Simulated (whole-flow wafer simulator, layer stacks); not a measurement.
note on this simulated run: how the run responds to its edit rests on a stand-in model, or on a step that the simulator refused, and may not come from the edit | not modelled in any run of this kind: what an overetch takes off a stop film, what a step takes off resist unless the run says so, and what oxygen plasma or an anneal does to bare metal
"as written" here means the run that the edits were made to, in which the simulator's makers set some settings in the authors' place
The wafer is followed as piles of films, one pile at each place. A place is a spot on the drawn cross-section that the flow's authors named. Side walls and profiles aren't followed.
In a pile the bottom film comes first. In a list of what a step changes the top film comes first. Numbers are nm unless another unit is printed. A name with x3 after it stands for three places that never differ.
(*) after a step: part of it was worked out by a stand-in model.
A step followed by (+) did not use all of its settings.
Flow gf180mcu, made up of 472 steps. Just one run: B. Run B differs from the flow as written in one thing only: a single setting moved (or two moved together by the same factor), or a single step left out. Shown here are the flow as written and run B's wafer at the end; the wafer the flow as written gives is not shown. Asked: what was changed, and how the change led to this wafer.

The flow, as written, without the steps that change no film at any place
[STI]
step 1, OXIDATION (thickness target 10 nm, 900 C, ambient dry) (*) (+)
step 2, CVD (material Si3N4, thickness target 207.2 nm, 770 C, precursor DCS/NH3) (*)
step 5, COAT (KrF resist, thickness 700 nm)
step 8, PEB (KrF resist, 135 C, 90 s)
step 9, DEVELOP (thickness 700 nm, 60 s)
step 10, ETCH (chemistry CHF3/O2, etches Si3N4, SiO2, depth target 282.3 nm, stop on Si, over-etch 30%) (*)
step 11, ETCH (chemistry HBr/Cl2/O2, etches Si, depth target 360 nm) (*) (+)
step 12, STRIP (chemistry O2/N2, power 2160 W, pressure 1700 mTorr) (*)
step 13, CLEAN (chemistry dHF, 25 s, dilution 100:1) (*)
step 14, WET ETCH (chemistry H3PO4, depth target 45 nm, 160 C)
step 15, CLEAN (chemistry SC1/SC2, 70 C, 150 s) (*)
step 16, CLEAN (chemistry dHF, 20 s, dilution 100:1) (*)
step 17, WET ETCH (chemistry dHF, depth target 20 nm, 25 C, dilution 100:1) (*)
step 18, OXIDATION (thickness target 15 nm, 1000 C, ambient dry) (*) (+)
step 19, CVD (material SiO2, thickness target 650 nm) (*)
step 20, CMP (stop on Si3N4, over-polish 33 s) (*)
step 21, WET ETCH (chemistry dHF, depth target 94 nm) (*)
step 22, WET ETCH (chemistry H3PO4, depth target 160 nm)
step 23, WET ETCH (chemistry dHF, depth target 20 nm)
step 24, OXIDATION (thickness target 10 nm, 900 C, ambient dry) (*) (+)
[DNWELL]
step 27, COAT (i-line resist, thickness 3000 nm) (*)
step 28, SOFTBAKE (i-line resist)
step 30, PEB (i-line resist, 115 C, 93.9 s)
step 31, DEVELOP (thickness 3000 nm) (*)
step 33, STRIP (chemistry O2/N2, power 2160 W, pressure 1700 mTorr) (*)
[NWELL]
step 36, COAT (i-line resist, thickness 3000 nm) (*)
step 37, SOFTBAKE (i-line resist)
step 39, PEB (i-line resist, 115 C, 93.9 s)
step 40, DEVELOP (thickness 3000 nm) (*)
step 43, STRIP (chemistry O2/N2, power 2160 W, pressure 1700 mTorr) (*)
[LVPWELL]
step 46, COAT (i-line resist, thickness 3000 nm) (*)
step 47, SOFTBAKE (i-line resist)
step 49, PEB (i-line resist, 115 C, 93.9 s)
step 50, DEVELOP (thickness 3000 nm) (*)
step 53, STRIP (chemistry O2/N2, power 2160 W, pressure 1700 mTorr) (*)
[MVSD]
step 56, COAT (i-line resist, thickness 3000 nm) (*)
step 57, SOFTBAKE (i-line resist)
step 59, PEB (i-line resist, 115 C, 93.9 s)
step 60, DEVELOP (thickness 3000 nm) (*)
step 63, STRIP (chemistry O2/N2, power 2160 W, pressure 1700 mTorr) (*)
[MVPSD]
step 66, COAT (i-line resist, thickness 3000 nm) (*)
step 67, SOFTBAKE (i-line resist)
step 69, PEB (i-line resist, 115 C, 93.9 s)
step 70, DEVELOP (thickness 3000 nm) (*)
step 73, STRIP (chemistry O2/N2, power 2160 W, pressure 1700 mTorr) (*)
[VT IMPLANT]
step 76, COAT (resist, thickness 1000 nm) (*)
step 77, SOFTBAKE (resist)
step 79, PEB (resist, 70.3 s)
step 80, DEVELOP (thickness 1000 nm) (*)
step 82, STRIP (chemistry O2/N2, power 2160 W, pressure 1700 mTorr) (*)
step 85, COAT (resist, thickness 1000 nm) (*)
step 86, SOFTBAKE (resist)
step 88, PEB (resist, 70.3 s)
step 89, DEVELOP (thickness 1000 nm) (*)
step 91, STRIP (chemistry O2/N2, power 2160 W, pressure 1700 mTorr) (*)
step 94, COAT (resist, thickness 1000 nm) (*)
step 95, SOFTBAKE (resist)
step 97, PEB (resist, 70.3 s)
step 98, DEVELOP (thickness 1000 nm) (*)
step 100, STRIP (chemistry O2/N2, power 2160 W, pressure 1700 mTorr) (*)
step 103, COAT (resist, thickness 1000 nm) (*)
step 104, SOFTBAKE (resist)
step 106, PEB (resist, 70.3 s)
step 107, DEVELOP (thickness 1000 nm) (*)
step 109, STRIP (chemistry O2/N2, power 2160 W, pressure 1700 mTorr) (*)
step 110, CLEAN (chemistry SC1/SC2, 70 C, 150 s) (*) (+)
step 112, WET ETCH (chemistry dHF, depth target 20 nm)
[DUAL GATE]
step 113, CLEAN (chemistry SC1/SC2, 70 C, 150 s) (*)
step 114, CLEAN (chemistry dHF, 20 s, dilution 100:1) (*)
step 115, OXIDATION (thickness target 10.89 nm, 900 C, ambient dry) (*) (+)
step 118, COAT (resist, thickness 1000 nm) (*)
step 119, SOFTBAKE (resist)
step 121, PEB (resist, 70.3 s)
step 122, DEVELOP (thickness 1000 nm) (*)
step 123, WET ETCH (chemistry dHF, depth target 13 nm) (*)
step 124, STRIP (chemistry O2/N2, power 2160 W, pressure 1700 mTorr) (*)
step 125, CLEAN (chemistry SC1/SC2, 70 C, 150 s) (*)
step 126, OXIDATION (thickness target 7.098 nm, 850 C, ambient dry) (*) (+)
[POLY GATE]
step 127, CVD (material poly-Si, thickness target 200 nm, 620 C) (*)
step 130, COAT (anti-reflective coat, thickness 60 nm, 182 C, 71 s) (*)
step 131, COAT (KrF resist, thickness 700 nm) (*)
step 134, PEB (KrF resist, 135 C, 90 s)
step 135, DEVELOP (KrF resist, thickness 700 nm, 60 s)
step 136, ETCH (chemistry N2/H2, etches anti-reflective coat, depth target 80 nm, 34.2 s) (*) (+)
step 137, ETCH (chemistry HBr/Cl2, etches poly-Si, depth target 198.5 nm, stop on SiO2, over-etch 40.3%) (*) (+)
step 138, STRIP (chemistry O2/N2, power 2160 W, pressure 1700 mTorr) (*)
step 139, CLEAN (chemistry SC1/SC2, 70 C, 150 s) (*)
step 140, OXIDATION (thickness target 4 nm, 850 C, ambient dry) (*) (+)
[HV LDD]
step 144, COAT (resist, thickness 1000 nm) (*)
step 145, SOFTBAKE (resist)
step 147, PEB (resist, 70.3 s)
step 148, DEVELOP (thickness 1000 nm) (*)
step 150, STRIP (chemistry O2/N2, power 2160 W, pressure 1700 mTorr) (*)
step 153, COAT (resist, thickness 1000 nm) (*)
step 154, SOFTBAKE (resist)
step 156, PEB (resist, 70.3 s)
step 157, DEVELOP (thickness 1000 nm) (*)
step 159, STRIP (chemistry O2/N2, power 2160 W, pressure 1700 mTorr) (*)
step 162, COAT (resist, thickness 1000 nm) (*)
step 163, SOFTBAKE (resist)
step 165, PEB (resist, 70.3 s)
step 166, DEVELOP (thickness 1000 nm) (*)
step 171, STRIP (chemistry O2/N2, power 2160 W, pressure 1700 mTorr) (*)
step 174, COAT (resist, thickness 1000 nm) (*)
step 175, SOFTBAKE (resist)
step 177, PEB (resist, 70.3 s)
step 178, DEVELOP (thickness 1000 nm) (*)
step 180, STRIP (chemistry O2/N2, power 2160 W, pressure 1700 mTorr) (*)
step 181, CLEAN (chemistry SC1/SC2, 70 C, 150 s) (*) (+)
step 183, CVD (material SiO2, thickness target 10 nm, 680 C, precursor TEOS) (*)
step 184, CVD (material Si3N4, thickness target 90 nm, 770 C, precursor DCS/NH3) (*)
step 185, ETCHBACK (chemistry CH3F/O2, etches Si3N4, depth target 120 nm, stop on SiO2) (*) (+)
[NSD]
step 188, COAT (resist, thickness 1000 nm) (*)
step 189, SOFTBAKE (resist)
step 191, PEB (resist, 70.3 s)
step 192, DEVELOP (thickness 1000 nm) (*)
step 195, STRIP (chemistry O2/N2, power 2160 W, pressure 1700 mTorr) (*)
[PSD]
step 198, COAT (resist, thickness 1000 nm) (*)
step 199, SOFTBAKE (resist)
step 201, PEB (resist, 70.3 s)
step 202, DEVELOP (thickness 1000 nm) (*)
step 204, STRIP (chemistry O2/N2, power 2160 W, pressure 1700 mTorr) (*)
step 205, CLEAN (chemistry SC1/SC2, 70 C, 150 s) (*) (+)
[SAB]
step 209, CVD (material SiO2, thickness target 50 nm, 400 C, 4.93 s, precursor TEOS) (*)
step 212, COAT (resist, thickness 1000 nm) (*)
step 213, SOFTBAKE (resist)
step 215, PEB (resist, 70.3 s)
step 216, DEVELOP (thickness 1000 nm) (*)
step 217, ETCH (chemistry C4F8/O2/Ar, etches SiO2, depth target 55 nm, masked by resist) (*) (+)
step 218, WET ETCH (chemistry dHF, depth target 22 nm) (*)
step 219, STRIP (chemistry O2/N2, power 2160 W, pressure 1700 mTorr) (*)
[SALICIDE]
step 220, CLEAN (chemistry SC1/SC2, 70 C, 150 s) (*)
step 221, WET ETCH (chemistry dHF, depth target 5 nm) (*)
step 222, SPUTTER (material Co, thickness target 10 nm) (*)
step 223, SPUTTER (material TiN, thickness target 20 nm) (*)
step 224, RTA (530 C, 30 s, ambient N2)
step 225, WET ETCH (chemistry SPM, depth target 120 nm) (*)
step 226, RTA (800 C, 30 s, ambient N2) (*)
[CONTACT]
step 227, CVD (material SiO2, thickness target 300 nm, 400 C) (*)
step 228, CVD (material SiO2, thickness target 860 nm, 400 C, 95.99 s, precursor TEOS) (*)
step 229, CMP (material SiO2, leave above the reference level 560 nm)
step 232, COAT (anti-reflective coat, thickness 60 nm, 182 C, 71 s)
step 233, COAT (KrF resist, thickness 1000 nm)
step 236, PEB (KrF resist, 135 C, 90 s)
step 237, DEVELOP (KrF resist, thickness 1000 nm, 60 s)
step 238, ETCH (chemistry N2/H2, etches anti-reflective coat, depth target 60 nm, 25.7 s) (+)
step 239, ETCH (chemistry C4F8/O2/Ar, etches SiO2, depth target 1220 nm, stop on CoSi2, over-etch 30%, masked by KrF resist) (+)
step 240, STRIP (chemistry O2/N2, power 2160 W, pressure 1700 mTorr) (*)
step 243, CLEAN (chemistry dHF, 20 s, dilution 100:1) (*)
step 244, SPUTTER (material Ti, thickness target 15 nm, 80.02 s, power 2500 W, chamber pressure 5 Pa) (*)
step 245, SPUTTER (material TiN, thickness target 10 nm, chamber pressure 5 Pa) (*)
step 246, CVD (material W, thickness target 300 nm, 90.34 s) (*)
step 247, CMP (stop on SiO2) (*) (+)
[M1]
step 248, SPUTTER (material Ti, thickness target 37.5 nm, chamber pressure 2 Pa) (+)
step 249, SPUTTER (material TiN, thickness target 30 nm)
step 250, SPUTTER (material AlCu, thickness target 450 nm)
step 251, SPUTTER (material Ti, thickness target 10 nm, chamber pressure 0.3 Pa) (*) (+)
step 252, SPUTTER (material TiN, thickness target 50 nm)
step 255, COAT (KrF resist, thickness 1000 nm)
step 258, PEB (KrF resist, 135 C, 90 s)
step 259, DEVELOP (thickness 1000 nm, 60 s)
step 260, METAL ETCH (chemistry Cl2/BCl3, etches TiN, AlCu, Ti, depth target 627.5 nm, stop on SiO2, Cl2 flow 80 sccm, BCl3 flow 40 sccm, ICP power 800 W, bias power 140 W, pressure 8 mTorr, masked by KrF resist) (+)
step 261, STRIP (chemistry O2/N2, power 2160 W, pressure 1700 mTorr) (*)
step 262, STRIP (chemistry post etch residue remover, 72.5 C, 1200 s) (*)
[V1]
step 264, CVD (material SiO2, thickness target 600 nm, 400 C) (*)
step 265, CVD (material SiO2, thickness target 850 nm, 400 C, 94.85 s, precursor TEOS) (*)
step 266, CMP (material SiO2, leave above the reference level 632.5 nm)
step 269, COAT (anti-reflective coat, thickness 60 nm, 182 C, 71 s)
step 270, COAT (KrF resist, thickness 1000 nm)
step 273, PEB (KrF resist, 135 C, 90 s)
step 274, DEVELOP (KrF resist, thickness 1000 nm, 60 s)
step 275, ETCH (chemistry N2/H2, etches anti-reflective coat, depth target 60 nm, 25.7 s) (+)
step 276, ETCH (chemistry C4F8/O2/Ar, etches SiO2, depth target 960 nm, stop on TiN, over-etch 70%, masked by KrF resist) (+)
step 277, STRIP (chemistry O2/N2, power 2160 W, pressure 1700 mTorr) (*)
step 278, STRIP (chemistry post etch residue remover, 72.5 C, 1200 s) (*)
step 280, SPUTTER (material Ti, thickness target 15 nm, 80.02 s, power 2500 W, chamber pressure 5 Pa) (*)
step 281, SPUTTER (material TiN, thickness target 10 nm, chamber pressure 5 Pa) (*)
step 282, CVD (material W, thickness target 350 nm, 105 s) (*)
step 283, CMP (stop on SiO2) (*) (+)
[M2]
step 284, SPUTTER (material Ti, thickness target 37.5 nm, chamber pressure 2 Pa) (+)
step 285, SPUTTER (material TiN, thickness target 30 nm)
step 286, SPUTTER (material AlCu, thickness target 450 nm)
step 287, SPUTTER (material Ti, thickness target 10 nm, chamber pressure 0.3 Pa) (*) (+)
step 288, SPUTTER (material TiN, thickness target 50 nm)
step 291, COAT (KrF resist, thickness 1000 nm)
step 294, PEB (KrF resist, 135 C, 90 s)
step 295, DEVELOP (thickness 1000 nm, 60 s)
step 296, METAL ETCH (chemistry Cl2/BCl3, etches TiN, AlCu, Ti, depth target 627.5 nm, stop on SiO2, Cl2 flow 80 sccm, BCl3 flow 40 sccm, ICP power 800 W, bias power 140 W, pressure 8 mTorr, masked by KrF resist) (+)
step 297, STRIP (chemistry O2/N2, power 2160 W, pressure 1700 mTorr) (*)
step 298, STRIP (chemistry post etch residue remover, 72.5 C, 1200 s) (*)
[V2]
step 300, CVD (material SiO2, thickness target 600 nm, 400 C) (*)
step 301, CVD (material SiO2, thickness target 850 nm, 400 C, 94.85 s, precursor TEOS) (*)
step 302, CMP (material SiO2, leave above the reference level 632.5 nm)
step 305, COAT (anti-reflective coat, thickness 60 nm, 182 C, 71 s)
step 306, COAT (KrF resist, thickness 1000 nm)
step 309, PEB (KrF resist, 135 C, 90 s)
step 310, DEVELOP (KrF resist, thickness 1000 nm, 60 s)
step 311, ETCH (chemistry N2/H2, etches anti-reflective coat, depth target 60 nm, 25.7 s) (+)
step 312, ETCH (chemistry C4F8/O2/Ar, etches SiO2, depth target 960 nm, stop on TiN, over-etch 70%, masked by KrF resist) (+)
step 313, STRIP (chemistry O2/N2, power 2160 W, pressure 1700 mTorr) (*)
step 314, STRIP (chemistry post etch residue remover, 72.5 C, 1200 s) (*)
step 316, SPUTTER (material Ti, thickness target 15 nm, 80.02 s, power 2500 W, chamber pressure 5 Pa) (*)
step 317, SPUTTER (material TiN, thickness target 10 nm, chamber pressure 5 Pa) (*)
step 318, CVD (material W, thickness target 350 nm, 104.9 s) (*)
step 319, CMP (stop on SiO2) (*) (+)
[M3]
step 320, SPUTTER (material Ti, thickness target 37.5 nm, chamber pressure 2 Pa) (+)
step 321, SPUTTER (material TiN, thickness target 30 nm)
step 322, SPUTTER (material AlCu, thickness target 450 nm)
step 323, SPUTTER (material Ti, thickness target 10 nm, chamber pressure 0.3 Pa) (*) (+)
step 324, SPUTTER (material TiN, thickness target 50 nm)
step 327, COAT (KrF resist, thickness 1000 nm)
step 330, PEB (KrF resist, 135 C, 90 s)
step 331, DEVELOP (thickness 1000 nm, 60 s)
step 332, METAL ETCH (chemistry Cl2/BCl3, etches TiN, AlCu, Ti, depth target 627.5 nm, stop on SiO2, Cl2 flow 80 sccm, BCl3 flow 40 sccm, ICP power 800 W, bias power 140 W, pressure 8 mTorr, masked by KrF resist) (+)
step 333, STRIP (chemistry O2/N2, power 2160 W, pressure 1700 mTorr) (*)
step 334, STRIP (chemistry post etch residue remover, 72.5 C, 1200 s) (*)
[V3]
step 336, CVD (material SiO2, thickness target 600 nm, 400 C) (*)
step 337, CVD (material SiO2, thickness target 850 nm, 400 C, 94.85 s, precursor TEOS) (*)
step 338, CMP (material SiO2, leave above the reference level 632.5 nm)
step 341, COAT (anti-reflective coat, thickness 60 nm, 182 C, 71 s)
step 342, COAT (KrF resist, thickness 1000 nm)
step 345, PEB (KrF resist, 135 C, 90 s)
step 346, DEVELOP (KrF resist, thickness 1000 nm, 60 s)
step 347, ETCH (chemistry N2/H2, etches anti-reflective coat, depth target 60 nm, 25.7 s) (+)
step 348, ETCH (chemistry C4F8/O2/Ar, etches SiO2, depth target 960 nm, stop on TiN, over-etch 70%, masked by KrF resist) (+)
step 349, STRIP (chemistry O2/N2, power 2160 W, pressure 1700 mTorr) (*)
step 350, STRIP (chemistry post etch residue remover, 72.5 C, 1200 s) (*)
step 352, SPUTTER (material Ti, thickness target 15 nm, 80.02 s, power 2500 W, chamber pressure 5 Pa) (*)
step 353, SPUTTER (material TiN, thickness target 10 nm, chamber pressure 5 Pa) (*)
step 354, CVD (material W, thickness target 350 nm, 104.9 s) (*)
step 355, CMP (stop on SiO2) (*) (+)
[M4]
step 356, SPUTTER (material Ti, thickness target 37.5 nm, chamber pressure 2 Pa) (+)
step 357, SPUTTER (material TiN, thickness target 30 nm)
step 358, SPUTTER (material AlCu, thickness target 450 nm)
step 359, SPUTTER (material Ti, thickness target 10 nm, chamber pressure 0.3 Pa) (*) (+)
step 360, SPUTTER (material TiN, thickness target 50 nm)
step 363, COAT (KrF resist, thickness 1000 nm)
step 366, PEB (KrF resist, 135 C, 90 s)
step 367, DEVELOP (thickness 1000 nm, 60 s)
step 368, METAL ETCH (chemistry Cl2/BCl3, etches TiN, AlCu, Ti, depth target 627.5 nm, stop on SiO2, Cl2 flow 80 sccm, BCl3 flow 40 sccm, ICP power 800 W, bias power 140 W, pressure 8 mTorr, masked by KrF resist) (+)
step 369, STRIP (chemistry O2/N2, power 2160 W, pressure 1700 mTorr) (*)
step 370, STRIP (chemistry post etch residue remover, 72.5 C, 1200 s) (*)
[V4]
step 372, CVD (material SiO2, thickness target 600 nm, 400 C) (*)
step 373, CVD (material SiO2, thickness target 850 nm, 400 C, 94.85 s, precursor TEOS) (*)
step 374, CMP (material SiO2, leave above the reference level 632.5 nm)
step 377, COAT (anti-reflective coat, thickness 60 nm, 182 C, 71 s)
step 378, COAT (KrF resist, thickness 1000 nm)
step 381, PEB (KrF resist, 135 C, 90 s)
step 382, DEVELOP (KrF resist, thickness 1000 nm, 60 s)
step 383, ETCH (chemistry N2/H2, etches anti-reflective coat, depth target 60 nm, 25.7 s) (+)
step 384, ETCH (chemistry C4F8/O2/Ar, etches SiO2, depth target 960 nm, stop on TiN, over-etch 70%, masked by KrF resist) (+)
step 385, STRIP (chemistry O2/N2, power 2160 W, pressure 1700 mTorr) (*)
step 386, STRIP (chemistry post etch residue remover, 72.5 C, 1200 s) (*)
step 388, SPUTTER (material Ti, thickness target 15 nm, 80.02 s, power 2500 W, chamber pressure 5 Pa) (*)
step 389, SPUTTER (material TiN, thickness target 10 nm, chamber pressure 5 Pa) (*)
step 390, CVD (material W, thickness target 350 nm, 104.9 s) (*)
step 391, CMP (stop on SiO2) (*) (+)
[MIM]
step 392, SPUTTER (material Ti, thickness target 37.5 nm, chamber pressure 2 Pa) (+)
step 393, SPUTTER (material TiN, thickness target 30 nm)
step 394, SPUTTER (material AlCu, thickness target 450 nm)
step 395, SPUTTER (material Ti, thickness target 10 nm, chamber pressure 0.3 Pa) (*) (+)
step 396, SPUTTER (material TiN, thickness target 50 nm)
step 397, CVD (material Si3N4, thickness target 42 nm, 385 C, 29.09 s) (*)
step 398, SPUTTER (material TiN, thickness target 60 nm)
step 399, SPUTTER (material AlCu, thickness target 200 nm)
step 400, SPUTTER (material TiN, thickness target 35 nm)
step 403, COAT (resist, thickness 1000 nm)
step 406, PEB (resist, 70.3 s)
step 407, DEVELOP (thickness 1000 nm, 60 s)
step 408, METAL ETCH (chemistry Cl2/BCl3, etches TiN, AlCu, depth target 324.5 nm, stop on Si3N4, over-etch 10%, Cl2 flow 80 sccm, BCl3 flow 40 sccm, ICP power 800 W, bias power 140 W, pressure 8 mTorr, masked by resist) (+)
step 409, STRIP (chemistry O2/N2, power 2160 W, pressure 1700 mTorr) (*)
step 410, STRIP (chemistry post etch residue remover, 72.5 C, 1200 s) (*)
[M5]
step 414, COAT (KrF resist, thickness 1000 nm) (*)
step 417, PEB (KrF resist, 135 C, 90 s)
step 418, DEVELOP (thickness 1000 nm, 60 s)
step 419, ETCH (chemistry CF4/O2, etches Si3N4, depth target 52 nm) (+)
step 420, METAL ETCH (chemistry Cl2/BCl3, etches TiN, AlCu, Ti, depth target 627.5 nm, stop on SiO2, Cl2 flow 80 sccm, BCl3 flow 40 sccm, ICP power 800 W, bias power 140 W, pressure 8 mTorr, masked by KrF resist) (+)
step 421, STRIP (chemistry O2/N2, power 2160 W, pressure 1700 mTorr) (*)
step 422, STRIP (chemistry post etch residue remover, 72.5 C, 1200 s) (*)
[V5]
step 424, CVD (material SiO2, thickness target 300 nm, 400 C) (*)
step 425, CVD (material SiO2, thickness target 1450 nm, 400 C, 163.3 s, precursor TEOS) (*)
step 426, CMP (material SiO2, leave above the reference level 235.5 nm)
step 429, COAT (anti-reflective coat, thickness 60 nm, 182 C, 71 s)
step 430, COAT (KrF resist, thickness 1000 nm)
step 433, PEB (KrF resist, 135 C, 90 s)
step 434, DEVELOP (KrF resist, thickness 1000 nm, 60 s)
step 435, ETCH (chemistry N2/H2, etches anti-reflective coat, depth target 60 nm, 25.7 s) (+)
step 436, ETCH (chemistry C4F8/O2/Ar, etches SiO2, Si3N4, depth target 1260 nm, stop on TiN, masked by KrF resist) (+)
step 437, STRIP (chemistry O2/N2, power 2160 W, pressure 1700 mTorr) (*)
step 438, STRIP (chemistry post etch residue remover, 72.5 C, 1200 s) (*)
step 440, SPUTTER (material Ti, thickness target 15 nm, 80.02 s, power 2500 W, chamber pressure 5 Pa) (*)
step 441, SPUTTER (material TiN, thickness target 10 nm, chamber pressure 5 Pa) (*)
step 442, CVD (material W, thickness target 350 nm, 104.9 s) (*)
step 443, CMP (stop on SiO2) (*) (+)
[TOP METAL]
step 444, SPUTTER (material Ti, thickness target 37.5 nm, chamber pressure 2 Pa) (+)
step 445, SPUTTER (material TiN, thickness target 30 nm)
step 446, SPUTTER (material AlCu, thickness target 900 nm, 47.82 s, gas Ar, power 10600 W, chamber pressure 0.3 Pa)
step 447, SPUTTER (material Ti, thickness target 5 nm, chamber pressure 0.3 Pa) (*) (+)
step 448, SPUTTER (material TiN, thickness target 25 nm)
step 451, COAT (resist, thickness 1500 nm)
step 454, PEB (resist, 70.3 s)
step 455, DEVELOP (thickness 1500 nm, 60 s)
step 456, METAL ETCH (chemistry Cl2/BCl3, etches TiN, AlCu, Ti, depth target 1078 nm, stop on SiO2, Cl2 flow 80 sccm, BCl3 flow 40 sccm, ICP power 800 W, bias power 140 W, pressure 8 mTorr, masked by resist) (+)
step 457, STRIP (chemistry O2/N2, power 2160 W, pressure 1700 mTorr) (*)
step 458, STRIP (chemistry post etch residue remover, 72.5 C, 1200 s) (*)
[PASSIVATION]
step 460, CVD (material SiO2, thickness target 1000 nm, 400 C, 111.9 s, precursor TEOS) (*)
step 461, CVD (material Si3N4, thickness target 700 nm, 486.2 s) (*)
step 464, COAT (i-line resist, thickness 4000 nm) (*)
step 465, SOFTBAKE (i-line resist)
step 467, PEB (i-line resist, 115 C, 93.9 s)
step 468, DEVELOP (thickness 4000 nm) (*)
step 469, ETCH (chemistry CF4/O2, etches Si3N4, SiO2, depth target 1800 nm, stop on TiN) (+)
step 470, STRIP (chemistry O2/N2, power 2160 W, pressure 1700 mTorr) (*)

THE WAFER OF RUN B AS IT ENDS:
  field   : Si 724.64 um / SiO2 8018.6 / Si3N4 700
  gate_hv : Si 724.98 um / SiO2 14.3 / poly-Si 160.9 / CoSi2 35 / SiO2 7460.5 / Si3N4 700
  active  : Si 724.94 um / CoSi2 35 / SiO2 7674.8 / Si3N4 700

The reason: step 302, CMP: leave above the reference level 423.8 nm was run, though the flow has leave above the reference level 632.5 nm.

Step by step, how the change led to this:
  step 302, CMP (material SiO2, leave above the reference level 632.5 nm)
      field, field__w1, field__w2 and 103 more: SiO2 loses 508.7 (in the flow as written it would be: SiO2 loses 300)
      field__w8, contact, m1, m1__w1, m1_nw: SiO2 loses 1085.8 (in the flow as written it would be: SiO2 loses 877.1)
  step 312, ETCH (chemistry C4F8/O2/Ar, etches SiO2, depth target 960 nm, stop on TiN, over-etch 70%, masked by KrF resist) (+)
      field, field__w1, field__w2 and 107 more: KrF resist loses 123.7 (in the flow as written it would be: KrF resist loses 192)
      contact: SiO2 loses 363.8 (all of it) (in the flow as written it would be: SiO2 loses 572.5 (all of it))
  step 313, STRIP (chemistry O2/N2, power 2160 W, pressure 1700 mTorr) (*)
      field, field__w1, field__w2 and 107 more: KrF resist loses 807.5 (all of it), anti-reflective coat loses 60 (all of it) (in the flow as written it would be: KrF resist loses 739.2 (all of it), anti-reflective coat loses 60 (all of it))
  step 316, SPUTTER (material Ti, thickness target 15 nm, 80.02 s, power 2500 W, chamber pressure 5 Pa) (*)
      contact: Ti gains 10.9 (new film) (in the flow as written it would be: Ti gains 9.65 (new film))
  step 317, SPUTTER (material TiN, thickness target 10 nm, chamber pressure 5 Pa) (*)
      contact: TiN gains 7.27 (new film) (in the flow as written it would be: TiN gains 6.4 (new film))
  step 318, CVD (material W, thickness target 350 nm, 104.9 s) (*)
      contact: W gains 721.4 (new film) (in the flow as written it would be: W gains 932.3 (new film))
